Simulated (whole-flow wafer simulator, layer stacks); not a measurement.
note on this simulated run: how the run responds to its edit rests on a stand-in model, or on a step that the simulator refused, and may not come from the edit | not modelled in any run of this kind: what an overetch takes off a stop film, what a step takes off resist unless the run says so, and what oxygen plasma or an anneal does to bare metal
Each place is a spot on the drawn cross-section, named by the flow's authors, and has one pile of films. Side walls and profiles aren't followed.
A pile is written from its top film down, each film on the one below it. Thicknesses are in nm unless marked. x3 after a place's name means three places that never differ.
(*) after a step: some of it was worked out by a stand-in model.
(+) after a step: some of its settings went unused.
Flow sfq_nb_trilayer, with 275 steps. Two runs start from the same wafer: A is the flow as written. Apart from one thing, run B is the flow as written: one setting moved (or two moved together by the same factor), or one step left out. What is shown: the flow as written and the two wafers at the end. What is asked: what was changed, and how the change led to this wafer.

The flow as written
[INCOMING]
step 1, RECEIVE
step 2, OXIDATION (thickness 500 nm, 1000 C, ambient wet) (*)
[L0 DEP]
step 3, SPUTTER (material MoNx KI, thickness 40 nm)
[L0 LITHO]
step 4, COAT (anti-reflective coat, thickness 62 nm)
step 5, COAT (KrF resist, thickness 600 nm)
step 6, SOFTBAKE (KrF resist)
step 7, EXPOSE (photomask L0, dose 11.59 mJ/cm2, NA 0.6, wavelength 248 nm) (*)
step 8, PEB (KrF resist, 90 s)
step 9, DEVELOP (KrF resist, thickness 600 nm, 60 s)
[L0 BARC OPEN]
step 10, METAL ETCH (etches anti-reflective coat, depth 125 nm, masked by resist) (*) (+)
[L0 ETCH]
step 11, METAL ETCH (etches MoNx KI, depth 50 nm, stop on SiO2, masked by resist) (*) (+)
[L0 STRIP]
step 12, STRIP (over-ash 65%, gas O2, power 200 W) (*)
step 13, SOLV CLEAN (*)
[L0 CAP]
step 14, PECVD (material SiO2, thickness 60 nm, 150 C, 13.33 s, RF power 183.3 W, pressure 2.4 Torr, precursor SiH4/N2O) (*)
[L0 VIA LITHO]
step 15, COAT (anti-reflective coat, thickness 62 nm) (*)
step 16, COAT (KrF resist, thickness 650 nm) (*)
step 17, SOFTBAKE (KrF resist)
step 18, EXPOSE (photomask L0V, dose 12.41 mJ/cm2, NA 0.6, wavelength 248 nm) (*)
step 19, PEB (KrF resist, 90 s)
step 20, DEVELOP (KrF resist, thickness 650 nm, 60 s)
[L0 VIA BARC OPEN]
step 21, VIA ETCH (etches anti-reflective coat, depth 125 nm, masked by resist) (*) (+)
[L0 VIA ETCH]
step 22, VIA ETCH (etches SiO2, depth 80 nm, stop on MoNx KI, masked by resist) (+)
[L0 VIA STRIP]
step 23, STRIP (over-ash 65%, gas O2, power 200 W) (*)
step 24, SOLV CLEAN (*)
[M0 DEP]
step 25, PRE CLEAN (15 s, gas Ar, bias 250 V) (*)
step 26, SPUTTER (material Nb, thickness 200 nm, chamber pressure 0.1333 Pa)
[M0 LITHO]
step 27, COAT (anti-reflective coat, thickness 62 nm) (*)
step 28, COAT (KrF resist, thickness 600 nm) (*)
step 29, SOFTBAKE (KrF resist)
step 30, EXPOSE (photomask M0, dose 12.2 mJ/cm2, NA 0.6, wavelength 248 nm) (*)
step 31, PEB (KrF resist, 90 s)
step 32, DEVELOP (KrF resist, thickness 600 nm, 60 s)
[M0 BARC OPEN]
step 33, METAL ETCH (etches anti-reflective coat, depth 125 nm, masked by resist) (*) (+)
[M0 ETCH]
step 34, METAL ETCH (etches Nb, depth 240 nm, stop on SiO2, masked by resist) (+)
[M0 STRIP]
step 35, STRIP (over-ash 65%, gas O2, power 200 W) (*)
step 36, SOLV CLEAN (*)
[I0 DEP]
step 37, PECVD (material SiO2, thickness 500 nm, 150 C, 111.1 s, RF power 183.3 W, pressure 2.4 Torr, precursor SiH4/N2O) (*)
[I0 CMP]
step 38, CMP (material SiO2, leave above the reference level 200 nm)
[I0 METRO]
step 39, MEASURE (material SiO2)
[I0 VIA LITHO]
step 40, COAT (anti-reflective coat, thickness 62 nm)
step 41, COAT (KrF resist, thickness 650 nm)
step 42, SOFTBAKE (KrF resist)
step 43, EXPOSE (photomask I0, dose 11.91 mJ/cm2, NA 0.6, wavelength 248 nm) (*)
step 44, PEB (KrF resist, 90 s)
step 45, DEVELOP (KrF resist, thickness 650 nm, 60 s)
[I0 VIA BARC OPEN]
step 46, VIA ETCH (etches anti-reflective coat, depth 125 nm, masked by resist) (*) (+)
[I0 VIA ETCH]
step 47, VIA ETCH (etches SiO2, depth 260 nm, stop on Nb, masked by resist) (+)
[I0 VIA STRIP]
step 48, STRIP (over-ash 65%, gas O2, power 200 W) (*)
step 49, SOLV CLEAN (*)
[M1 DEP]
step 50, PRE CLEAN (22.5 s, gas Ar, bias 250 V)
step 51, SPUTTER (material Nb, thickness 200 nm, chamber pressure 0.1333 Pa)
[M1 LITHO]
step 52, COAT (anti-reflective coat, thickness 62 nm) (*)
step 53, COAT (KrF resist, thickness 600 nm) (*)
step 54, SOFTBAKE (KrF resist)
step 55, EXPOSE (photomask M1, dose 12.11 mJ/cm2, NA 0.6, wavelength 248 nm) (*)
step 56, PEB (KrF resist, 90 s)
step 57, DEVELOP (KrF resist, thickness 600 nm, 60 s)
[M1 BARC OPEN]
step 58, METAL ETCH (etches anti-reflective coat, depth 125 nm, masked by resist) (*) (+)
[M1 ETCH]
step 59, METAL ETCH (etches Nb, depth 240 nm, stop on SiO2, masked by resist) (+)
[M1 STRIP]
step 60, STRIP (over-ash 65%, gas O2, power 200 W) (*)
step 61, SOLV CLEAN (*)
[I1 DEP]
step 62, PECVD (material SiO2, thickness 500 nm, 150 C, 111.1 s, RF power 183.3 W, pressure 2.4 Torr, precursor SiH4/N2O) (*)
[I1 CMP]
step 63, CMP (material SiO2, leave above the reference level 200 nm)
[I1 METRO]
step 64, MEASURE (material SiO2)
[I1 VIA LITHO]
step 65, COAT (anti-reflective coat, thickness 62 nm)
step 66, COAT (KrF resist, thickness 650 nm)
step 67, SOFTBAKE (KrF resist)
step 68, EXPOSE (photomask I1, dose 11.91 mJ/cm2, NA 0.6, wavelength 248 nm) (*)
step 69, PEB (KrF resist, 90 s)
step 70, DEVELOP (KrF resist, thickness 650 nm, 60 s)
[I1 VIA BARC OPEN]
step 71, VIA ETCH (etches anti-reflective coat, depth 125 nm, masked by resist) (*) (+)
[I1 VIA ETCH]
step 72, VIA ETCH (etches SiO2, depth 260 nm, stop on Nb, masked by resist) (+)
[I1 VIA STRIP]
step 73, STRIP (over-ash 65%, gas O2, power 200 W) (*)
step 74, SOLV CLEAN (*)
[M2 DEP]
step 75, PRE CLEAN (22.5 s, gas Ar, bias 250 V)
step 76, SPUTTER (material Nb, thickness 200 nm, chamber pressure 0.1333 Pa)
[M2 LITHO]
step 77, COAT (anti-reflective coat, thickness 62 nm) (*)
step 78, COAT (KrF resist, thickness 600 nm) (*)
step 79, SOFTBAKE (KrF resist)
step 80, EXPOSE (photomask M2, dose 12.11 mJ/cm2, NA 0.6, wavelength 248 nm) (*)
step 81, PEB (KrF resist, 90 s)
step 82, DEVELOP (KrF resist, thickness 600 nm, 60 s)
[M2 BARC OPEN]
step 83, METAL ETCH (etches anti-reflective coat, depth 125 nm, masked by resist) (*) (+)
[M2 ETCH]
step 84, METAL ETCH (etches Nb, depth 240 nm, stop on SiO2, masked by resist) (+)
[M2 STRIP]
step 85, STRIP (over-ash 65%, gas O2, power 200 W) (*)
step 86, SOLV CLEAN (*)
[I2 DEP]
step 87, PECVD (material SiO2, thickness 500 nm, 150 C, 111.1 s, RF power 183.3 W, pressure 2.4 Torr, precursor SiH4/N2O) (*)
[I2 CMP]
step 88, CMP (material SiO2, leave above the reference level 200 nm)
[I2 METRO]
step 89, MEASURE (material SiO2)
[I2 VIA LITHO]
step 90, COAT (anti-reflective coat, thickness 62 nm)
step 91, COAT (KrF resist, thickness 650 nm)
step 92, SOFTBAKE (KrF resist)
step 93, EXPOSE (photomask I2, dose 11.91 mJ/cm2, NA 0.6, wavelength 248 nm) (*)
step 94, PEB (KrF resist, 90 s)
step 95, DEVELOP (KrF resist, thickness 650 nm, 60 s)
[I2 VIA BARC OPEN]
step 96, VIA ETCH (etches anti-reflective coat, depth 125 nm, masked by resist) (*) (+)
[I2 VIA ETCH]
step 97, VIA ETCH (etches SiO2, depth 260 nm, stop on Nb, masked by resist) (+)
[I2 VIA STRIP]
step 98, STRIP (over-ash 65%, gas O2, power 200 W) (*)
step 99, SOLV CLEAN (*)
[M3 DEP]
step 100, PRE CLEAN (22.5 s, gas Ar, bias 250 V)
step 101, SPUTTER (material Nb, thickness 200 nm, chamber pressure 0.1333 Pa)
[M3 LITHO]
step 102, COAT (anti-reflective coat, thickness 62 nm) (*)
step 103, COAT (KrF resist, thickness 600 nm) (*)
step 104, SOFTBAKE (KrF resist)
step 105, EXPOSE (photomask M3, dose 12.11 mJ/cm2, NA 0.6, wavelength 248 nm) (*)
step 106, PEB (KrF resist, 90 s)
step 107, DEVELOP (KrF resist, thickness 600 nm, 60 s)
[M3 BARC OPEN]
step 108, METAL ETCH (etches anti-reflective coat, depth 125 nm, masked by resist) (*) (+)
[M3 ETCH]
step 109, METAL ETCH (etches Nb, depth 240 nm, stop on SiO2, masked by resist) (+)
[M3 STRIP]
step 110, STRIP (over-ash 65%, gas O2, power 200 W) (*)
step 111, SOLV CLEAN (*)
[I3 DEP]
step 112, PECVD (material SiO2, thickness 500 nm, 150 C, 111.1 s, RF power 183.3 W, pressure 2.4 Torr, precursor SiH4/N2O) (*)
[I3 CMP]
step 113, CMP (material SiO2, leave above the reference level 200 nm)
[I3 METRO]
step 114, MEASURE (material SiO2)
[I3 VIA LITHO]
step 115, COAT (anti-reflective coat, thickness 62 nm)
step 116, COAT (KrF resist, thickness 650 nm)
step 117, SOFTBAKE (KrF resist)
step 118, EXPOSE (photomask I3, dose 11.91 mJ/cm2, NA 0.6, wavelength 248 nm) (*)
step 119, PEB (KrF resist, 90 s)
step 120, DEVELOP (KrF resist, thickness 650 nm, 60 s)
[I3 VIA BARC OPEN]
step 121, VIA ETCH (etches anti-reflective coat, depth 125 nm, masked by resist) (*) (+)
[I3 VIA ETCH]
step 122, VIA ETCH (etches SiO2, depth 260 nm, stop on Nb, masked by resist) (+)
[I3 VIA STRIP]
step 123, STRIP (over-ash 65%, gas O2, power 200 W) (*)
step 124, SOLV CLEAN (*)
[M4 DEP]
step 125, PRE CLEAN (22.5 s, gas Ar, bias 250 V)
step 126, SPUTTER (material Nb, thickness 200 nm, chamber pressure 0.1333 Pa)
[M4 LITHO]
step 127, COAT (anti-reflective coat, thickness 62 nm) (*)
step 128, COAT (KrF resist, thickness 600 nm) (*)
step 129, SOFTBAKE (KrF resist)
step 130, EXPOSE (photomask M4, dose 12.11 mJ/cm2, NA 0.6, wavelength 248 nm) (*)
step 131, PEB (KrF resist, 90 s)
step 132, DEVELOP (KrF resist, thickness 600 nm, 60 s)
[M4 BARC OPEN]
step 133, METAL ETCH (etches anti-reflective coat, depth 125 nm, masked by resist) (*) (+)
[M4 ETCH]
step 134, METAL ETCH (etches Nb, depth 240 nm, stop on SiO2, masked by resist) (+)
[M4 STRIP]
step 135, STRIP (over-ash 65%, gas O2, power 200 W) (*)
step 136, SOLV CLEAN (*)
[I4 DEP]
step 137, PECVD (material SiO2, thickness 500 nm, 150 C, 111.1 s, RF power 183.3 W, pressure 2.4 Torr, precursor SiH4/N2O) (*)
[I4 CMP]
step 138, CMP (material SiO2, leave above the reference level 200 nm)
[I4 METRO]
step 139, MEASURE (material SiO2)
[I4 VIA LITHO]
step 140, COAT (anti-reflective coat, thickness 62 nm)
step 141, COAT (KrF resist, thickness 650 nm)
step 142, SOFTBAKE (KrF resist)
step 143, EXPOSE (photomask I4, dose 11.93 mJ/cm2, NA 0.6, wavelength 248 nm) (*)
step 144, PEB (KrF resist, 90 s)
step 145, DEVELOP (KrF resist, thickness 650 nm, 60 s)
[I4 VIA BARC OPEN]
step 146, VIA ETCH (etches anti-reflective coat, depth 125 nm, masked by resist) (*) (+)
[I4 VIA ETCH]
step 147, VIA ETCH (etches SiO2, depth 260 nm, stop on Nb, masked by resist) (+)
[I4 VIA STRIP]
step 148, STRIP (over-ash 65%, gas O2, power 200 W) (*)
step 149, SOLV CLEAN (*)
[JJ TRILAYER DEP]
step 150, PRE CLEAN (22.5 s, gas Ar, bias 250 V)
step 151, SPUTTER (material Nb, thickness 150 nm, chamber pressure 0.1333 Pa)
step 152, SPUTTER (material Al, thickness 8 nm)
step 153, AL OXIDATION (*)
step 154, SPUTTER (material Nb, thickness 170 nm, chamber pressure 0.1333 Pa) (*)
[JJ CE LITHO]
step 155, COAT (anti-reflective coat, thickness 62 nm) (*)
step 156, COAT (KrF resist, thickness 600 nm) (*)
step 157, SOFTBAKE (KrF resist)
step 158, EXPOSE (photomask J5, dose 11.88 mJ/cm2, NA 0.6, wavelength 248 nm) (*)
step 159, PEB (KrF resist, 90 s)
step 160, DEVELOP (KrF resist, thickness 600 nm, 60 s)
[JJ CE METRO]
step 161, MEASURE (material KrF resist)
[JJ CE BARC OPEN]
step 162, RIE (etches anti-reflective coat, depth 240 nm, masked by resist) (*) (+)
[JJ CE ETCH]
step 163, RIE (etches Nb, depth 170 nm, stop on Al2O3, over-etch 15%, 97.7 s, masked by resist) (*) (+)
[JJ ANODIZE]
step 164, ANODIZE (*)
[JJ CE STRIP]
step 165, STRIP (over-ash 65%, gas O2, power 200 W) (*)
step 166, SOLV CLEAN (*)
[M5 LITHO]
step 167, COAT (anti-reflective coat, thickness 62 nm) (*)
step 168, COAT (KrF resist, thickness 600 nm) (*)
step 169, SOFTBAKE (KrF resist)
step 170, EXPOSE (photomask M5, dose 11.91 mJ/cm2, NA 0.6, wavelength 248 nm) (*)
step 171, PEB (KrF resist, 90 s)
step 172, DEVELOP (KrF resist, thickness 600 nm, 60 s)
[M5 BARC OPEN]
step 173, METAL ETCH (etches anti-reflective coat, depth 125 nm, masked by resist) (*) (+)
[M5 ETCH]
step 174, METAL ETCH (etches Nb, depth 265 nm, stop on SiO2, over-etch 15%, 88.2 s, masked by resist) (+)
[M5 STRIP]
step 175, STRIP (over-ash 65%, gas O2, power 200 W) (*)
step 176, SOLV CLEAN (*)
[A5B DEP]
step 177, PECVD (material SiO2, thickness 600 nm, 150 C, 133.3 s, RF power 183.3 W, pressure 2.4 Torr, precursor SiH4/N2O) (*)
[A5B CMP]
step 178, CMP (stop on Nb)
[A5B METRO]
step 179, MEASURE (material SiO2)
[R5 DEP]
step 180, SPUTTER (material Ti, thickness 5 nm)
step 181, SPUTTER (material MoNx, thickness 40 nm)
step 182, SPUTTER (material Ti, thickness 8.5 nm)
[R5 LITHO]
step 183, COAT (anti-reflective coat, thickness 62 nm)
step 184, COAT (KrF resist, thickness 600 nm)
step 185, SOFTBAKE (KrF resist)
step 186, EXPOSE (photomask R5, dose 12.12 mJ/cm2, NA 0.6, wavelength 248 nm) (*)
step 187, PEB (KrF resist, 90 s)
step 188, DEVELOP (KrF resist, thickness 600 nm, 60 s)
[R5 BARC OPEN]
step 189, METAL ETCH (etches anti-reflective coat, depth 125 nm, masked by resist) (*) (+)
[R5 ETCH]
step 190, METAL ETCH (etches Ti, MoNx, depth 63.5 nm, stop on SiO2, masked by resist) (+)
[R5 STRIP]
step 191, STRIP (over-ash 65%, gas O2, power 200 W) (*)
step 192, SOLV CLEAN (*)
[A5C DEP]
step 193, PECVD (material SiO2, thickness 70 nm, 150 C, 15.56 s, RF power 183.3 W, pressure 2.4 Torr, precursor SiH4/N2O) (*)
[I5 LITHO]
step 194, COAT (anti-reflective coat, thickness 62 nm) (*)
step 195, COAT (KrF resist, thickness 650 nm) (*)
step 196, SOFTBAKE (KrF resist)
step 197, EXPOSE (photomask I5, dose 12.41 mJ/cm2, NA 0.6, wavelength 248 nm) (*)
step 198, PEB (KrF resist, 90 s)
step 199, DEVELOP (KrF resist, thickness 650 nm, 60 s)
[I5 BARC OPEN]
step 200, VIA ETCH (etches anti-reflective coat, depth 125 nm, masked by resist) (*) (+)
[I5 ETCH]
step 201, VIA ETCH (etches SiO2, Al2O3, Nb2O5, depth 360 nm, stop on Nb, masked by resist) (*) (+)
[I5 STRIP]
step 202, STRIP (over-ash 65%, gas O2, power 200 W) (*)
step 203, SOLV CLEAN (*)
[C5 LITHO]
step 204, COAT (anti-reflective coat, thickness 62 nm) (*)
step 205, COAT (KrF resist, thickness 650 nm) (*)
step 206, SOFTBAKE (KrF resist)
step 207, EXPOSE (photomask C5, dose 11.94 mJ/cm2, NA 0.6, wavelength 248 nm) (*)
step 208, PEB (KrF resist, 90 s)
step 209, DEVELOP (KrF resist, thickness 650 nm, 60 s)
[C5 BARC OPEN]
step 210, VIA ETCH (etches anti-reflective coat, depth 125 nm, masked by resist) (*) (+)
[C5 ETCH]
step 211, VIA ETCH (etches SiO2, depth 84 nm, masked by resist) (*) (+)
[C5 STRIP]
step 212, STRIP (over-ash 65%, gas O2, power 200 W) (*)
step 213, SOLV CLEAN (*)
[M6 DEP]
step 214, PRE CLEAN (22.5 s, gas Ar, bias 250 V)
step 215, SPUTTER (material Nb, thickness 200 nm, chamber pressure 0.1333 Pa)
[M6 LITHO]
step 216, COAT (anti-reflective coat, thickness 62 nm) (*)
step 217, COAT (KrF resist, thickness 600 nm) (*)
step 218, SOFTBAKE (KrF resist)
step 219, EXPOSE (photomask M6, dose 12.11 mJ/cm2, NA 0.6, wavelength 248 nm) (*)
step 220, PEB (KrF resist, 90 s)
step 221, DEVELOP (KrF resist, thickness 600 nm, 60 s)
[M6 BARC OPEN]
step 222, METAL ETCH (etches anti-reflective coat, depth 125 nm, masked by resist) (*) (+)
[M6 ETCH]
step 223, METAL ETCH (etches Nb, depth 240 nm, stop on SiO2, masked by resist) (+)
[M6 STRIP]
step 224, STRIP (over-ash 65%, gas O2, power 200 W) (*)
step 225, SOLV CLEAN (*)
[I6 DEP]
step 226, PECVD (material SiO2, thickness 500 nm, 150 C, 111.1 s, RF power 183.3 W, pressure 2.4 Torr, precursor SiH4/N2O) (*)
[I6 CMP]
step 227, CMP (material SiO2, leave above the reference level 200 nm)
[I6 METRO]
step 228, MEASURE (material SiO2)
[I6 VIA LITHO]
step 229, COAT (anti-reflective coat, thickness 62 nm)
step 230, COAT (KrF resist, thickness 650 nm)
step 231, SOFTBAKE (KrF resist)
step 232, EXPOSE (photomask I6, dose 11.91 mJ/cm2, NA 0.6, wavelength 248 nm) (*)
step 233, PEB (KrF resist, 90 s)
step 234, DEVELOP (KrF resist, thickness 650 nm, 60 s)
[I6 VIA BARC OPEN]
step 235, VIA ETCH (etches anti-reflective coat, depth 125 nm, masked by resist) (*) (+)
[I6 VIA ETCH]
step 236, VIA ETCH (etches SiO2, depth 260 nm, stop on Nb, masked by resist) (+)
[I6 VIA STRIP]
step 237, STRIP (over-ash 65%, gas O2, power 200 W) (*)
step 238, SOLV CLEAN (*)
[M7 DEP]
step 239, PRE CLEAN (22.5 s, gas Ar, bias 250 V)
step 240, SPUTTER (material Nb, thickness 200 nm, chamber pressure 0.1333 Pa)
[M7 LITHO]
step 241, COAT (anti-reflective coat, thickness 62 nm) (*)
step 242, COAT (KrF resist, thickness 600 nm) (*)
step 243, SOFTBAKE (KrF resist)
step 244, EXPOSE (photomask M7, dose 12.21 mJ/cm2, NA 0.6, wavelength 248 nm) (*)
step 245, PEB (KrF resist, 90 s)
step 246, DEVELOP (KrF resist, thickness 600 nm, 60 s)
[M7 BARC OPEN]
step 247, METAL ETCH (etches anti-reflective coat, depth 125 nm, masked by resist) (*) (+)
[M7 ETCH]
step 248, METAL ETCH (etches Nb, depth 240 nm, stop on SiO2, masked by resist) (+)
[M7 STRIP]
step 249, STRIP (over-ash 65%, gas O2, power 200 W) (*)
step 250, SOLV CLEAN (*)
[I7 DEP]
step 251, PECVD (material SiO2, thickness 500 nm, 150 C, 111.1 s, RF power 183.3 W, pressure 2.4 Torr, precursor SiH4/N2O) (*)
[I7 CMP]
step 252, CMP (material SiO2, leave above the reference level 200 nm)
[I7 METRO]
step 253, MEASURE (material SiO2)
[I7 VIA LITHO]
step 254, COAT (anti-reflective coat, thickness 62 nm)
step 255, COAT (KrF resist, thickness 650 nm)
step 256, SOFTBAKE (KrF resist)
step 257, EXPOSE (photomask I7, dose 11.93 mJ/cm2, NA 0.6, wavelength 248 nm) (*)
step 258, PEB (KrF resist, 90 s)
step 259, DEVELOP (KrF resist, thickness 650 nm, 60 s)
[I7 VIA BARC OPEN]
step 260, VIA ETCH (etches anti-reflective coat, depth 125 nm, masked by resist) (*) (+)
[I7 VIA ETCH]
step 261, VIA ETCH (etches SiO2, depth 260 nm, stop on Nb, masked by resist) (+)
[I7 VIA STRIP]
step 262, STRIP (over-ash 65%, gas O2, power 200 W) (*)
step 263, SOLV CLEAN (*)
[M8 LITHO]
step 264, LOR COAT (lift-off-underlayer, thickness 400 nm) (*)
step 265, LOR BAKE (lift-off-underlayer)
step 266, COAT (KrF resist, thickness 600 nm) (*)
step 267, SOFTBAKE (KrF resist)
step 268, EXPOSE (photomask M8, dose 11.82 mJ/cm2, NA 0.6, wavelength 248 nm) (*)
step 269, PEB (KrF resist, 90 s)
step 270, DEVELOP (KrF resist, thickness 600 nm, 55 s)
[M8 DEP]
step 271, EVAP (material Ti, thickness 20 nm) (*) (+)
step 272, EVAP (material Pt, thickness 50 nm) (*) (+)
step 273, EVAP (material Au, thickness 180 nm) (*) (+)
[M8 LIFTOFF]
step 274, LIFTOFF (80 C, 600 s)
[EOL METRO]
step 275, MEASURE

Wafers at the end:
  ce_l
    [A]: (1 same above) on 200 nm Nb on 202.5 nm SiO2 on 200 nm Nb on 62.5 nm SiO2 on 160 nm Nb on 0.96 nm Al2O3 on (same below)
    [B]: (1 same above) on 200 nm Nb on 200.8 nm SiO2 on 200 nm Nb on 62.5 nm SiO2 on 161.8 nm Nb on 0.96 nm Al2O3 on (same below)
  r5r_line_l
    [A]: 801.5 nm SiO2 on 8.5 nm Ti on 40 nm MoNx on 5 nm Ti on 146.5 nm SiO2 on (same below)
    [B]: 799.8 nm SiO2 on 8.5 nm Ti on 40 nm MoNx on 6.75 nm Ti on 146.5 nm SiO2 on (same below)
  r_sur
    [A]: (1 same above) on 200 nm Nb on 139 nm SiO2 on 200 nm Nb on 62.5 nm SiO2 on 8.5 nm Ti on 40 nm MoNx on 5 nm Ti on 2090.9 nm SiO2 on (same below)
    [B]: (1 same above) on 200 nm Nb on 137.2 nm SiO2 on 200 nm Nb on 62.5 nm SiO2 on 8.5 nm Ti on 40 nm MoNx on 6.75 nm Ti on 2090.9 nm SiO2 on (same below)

The reason: step 180, SPUTTER: thickness 6.75 nm was run, while the flow as written has thickness 5 nm.
The wafer lets one read it off: r5r_line_l has Ti 6.75, and step 180 as written asks for 5 nm.

Step by step, how the change led to this:
  step 180, SPUTTER (material Ti, thickness 5 nm)
      field_l, v_sur, via_wl and 103 more: A Ti gains 5 (new film) | B Ti gains 6.75 (new film)
  step 190, METAL ETCH (etches Ti, MoNx, depth 63.5 nm, stop on SiO2, masked by resist) (+)
      field_l, v_sur, via_wl and 92 more: A Ti loses 8.5 (all of it), MoNx loses 40 (all of it), Ti loses 5 (all of it) | B Ti loses 8.5 (all of it), MoNx loses 40 (all of it), Ti loses 6.75 (all of it)
      ce_l, c5j, ce_r, wl_jj: A Ti loses 8.5 (all of it), MoNx loses 40 (all of it), Ti loses 5 (all of it), Nb loses 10 | B Ti loses 8.5 (all of it), MoNx loses 40 (all of it), Ti loses 6.75 (all of it), Nb loses 8.25
